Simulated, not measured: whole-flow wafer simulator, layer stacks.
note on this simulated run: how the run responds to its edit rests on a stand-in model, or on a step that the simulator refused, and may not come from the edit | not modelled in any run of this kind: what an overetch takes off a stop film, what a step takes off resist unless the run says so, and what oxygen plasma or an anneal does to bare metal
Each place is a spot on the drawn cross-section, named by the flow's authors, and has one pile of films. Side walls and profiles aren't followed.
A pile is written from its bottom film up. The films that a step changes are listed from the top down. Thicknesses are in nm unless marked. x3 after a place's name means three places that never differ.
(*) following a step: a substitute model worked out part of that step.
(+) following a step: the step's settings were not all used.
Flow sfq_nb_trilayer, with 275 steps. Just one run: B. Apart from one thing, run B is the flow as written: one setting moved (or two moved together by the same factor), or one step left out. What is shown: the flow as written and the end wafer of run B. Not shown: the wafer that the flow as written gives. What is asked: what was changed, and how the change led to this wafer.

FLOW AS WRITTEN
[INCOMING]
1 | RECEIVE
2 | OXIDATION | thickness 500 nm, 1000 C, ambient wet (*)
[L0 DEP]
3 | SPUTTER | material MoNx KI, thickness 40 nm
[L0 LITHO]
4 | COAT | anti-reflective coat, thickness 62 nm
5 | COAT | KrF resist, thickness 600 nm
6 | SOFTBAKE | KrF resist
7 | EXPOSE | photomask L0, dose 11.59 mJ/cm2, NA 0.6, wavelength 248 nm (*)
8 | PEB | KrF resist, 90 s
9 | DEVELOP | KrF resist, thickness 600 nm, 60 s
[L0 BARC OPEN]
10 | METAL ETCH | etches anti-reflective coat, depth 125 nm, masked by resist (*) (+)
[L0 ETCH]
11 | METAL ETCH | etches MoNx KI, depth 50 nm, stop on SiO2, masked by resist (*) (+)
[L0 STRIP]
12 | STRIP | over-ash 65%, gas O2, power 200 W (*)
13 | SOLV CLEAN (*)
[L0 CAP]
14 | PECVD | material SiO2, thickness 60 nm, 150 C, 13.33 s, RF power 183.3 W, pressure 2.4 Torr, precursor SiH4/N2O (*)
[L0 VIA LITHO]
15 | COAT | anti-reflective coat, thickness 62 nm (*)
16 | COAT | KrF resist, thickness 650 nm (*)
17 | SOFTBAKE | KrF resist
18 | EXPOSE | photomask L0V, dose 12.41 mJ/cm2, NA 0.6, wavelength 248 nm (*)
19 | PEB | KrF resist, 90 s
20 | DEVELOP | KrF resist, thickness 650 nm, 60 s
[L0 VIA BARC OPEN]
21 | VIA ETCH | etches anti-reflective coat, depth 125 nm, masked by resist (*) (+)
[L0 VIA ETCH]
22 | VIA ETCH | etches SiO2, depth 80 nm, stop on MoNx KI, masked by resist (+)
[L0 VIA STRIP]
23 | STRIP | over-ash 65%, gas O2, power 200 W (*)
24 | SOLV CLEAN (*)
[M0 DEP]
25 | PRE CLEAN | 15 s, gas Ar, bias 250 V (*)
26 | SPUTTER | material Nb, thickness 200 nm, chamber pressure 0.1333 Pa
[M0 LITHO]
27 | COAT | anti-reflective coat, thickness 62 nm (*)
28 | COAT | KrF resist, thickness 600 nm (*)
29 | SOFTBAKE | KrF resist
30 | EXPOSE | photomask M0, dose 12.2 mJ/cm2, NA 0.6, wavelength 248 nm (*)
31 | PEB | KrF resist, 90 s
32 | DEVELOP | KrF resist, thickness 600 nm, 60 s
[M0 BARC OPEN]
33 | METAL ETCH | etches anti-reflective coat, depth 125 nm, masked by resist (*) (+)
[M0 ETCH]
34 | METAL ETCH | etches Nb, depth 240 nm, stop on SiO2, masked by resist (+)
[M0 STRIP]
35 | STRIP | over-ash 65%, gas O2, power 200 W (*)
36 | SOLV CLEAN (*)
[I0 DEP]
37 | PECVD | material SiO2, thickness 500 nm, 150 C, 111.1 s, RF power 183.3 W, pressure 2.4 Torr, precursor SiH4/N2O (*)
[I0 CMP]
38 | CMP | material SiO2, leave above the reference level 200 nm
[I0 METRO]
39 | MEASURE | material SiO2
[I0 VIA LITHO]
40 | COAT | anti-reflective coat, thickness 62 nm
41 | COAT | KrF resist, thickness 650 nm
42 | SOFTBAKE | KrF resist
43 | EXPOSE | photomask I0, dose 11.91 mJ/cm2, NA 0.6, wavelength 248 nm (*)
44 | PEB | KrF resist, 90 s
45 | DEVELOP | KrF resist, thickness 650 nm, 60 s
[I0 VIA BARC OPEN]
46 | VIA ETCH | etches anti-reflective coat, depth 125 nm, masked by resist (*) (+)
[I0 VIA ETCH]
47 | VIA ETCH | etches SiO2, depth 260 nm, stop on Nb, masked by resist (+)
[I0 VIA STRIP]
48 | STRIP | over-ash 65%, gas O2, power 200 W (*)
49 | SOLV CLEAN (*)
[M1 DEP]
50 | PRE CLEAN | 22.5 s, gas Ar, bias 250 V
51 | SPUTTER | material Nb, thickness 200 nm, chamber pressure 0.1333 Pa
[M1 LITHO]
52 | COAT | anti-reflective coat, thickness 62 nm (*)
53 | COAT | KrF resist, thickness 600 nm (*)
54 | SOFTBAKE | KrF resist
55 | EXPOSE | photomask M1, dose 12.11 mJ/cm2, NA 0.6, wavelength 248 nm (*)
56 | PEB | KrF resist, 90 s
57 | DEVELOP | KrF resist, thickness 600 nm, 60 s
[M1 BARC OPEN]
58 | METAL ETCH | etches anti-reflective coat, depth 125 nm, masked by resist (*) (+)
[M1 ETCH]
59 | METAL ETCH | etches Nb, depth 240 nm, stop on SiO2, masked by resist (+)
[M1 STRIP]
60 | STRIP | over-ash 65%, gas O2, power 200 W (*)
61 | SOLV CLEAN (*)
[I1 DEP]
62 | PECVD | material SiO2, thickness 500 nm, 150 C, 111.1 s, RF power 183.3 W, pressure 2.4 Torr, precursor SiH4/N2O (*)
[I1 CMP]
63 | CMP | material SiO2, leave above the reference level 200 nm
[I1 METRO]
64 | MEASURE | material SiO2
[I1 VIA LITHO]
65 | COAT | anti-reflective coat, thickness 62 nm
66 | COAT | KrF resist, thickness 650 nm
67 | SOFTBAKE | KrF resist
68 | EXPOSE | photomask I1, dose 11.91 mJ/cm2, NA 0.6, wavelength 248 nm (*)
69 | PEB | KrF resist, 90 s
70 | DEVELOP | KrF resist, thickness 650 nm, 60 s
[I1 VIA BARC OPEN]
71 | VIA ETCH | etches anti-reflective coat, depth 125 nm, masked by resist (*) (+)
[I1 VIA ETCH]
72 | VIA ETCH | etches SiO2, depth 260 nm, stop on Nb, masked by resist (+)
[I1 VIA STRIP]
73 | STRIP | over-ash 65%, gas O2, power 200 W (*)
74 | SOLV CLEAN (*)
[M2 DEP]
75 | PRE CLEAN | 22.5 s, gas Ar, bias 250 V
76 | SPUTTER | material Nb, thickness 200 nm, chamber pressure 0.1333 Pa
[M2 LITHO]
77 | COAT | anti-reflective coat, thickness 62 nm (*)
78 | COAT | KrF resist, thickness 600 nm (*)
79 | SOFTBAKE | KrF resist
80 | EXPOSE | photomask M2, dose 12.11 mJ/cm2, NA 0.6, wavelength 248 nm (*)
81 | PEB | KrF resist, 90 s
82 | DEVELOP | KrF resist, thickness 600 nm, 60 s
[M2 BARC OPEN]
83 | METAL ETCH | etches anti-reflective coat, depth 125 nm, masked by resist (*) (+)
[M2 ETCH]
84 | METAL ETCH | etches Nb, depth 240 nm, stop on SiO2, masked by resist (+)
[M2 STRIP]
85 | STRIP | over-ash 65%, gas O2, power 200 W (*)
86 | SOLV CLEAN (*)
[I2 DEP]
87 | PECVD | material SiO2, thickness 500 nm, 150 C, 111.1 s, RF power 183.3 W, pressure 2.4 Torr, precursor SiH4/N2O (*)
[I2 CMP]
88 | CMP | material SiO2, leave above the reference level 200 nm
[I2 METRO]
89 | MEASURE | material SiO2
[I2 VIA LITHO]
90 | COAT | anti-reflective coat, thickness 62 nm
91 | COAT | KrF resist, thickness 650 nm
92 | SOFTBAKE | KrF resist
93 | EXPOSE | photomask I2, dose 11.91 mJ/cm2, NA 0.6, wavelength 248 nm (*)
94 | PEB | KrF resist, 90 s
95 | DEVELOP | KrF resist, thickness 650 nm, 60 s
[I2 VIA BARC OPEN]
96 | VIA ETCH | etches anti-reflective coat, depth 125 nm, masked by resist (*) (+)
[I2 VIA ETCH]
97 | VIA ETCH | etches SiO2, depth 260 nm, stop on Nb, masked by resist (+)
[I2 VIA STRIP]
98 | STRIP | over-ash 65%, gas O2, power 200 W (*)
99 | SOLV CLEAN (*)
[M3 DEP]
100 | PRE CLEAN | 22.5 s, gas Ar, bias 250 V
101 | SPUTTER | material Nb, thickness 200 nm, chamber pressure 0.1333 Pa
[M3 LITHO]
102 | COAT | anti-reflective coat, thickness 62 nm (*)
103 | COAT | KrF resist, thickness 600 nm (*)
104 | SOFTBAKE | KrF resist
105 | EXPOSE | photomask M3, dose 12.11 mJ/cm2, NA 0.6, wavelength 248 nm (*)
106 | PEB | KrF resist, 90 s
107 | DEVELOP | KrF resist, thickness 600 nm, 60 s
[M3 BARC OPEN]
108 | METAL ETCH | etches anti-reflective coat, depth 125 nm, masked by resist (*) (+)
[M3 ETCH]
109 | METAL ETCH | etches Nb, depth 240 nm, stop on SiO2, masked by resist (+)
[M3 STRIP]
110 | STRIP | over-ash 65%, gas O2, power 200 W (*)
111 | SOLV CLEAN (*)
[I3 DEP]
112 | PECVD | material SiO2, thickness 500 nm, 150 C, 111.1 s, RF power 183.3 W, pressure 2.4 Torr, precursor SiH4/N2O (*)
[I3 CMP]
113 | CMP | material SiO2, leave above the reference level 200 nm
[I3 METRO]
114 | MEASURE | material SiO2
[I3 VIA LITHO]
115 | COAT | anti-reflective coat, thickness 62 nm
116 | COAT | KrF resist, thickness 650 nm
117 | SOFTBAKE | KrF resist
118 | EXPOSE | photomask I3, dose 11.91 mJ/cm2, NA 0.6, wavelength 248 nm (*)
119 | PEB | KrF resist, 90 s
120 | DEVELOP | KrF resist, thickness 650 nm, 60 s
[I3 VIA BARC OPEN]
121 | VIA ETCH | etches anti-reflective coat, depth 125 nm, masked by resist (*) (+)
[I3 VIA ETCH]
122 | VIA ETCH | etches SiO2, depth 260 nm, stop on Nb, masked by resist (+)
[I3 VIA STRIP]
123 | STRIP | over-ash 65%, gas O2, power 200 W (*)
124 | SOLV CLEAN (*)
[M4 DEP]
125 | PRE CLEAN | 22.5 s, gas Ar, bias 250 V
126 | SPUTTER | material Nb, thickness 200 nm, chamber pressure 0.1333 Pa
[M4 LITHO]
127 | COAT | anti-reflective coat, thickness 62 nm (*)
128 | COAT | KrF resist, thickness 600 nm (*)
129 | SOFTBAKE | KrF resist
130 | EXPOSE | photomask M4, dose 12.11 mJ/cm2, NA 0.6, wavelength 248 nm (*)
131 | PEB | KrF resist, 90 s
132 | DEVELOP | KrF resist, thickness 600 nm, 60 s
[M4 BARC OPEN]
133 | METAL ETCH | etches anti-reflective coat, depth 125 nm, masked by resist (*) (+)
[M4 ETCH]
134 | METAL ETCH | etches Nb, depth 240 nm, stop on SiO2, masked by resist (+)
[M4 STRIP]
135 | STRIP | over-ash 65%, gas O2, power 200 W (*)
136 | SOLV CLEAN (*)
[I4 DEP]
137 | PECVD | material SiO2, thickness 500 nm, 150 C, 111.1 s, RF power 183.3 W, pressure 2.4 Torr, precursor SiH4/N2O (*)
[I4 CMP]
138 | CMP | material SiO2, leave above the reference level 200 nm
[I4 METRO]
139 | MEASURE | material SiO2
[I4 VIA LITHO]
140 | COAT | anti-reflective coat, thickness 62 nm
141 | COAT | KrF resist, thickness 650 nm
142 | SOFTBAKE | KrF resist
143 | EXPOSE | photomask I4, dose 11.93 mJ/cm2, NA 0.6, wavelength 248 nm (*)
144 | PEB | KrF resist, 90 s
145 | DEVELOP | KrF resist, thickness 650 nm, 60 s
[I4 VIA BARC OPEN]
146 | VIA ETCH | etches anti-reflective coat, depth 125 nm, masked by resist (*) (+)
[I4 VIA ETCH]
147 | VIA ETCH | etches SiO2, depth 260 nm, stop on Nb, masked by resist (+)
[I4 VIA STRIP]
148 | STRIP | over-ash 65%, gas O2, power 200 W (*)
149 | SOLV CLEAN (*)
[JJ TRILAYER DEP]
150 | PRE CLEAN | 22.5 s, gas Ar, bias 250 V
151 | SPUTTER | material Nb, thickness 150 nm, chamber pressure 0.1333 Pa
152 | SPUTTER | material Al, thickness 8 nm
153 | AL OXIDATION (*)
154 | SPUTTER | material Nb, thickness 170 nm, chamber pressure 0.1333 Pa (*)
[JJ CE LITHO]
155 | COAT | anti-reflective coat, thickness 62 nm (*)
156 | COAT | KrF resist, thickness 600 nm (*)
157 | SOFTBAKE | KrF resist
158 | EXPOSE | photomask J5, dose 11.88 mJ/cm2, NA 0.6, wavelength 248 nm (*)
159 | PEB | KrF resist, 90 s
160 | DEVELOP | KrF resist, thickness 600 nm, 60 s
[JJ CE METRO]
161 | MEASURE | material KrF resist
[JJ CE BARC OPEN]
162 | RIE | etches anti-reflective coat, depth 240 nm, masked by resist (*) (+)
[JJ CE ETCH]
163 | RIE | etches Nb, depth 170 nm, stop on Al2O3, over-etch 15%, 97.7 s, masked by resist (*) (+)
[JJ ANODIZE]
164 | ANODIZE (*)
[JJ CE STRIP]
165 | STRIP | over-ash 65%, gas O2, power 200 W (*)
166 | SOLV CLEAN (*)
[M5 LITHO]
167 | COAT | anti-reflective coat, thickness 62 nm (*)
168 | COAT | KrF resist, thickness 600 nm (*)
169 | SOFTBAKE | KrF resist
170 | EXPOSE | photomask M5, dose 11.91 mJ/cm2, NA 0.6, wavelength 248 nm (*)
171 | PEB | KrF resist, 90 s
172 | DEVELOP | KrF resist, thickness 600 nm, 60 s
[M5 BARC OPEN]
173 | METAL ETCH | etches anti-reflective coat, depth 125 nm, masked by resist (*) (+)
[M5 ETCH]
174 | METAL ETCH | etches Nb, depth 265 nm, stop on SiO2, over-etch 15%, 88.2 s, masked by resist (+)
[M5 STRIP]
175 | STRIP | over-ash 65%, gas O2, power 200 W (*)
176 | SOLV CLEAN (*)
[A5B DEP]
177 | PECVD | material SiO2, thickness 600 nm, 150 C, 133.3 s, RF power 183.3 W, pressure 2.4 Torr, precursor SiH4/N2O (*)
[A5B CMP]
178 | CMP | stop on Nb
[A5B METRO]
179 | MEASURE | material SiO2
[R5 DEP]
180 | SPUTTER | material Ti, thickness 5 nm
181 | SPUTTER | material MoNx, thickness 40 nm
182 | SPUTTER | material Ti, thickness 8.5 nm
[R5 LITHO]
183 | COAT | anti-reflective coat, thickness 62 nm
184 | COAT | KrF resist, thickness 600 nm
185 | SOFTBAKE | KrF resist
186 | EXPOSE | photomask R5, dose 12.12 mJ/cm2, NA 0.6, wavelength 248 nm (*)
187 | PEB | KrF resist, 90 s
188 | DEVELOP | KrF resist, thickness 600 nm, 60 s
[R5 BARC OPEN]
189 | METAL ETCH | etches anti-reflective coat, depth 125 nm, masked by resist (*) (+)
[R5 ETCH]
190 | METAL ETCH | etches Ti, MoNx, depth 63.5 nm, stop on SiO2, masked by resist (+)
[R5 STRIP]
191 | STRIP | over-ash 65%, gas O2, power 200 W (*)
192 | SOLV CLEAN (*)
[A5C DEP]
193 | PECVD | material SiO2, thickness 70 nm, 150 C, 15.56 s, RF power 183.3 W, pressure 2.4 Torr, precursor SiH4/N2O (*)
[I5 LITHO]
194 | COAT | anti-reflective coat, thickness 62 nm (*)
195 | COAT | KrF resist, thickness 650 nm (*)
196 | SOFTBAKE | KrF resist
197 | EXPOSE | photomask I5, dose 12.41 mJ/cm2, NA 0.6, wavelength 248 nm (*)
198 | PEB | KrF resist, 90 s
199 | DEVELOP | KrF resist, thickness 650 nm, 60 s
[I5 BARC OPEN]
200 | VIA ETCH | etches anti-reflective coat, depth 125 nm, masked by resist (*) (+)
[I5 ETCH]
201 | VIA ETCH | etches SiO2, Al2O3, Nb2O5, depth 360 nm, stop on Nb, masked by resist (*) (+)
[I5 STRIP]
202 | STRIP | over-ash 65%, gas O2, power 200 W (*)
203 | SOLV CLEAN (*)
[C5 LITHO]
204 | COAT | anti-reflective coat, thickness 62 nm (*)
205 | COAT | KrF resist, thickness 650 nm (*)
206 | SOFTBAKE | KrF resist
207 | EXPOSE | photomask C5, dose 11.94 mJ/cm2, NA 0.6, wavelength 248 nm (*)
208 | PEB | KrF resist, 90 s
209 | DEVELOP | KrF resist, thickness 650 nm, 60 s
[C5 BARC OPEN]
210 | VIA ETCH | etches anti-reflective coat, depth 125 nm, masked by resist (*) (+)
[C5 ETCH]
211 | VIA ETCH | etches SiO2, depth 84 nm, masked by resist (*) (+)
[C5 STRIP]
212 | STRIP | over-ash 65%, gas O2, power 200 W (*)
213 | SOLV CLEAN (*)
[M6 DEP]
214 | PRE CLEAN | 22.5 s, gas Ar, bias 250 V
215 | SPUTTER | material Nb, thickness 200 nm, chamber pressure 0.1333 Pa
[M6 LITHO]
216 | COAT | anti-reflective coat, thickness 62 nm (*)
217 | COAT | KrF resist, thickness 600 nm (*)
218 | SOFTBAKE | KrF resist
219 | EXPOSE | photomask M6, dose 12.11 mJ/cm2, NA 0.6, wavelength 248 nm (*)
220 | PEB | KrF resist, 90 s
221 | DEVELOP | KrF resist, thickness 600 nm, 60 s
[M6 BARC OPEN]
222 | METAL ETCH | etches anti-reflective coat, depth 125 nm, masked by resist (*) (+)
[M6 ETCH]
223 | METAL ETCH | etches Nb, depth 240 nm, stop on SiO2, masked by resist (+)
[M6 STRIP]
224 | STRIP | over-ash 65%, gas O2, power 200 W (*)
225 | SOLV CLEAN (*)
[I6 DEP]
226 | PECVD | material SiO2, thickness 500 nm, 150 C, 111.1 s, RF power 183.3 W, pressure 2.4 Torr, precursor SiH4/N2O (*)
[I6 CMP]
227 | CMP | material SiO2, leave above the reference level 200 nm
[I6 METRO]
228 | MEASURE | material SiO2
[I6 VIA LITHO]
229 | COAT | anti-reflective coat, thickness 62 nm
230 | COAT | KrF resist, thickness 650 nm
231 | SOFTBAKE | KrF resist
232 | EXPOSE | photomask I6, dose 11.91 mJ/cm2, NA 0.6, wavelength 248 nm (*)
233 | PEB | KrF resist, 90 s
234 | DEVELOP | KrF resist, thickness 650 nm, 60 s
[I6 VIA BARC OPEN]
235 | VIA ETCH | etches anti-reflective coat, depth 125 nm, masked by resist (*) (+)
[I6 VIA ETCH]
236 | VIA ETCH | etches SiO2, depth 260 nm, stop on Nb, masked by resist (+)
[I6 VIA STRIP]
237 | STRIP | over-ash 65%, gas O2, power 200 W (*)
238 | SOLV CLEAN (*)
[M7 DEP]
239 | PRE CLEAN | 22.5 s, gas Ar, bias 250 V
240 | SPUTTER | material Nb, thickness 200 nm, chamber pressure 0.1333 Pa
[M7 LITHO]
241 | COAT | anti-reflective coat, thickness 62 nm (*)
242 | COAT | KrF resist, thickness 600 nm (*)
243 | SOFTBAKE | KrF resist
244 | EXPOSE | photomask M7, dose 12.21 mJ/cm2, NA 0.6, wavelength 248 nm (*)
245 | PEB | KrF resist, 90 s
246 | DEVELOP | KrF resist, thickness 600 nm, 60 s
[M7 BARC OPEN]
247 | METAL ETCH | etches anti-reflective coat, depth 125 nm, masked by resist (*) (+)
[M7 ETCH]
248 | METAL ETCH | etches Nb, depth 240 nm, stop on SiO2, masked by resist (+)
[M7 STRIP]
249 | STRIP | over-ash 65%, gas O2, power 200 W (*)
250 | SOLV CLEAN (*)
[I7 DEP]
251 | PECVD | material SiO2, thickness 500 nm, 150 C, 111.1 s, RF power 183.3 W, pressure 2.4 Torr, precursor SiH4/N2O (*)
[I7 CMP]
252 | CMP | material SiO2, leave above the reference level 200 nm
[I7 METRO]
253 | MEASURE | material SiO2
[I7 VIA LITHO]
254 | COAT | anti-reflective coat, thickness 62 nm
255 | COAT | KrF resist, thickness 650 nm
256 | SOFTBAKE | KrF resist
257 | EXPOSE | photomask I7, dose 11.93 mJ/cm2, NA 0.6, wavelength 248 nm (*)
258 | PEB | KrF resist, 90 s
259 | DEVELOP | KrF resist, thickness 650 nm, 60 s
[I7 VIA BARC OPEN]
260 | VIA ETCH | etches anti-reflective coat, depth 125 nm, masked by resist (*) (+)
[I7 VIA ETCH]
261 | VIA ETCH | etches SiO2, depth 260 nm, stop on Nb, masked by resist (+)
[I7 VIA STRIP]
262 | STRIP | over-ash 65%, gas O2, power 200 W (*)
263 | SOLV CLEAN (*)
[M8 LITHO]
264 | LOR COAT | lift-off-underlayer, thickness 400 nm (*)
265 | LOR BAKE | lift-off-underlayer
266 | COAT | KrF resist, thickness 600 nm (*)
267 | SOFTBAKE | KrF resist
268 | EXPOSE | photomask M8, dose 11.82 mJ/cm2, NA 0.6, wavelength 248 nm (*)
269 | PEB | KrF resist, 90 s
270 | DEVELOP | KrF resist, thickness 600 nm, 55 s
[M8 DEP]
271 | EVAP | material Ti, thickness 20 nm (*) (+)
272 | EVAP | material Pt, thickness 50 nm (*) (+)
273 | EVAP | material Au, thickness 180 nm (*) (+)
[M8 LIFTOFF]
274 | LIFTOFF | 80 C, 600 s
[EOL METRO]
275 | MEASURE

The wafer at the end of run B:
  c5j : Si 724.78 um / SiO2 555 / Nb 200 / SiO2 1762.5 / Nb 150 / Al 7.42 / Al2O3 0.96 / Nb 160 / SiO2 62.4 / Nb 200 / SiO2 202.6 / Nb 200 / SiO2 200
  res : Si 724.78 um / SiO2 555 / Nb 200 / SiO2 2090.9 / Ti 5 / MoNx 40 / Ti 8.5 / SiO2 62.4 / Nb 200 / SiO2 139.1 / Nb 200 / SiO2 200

What caused this: step 211, VIA ETCH: etches SiO2, depth 84 nm, masked by resist (*) (+), was skipped.

The path from the change to this, step by step:
  212 | STRIP | over-ash 65%, gas O2, power 200 W (*)
      p4_fl, p4_fm, p4_w1 and 44 more: -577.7 KrF resist (all of it), -62 anti-reflective coat (all of it) (it would be, as written: -563.3 KrF resist (all of it), -62 anti-reflective coat (all of it))
      wl_b_sl, wl_b_m5, wl_b_sr and 7 more: -577.6 KrF resist (all of it), -62 anti-reflective coat (all of it) (it would be, as written: -563.1 KrF resist (all of it), -62 anti-reflective coat (all of it))
      (as well as at 46 more places)
  214 | PRE CLEAN | 22.5 s, gas Ar, bias 250 V
      c5j: -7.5 SiO2 (it would be, as written: -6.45 Nb)
      res: -7.5 SiO2 (it would be, as written: -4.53 Ti)
  215 | SPUTTER | material Nb, thickness 200 nm, chamber pressure 0.1333 Pa
      c5j: +200 Nb (new film) (it would be, as written: +188.4 Nb)
      res: +200 Nb (new film) (it would be, as written: +192.9 Nb (new film))
  216 | COAT | anti-reflective coat, thickness 62 nm (*)
      jj_sur: +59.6 anti-reflective coat (new film) (it would be, as written: +56.1 anti-reflective coat (new film))
      ce_l: +66.1 anti-reflective coat (new film) (it would be, as written: +48 anti-reflective coat (new film))
      (as well as at 6 more places)
  217 | COAT | KrF resist, thickness 600 nm (*)
      c5j: +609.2 KrF resist (new film) (it would be, as written: +636 KrF resist (new film))
      res: +575.6 KrF resist (new film) (it would be, as written: +605.2 KrF resist (new film))
  224 | STRIP | over-ash 65%, gas O2, power 200 W (*)
      jj_sur: -380.6 KrF resist (all of it), -59.6 anti-reflective coat (all of it) (it would be, as written: -378.5 KrF resist (all of it), -56.1 anti-reflective coat (all of it))
      ce_l: -386.2 KrF resist (all of it), -66.1 anti-reflective coat (all of it) (it would be, as written: -397.1 KrF resist (all of it), -48 anti-reflective coat (all of it))
      (as well as at 6 more places)
  226 | PECVD | material SiO2, thickness 500 nm, 150 C, 111.1 s, RF power 183.3 W, pressure 2.4 Torr, precursor SiH4/N2O (*)
      c5j: +500 SiO2 (new film) (it would be, as written: +514.7 SiO2 (new film))
  227 | CMP | material SiO2, leave above the reference level 200 nm
      c5j: -289.9 SiO2 (it would be, as written: -223 SiO2)
      res: -353.4 SiO2 (it would be, as written: -279.4 SiO2)
With metal films that touch counted as one body, c5j has 5 bodies (between them, from the top down: SiO2 202.6; SiO2 62.4; Al2O3 0.96; SiO2 1762.5); the flow as written gives 4 bodies (between them, from the top down: SiO2 284.2; Al2O3 0.96; SiO2 1762.5).
With metal films that touch counted as one body, res has 4 bodies (between them, from the top down: SiO2 139.1; SiO2 62.4; SiO2 2090.9); the flow as written gives 3 bodies (between them, from the top down: SiO2 213.1; SiO2 2090.9).
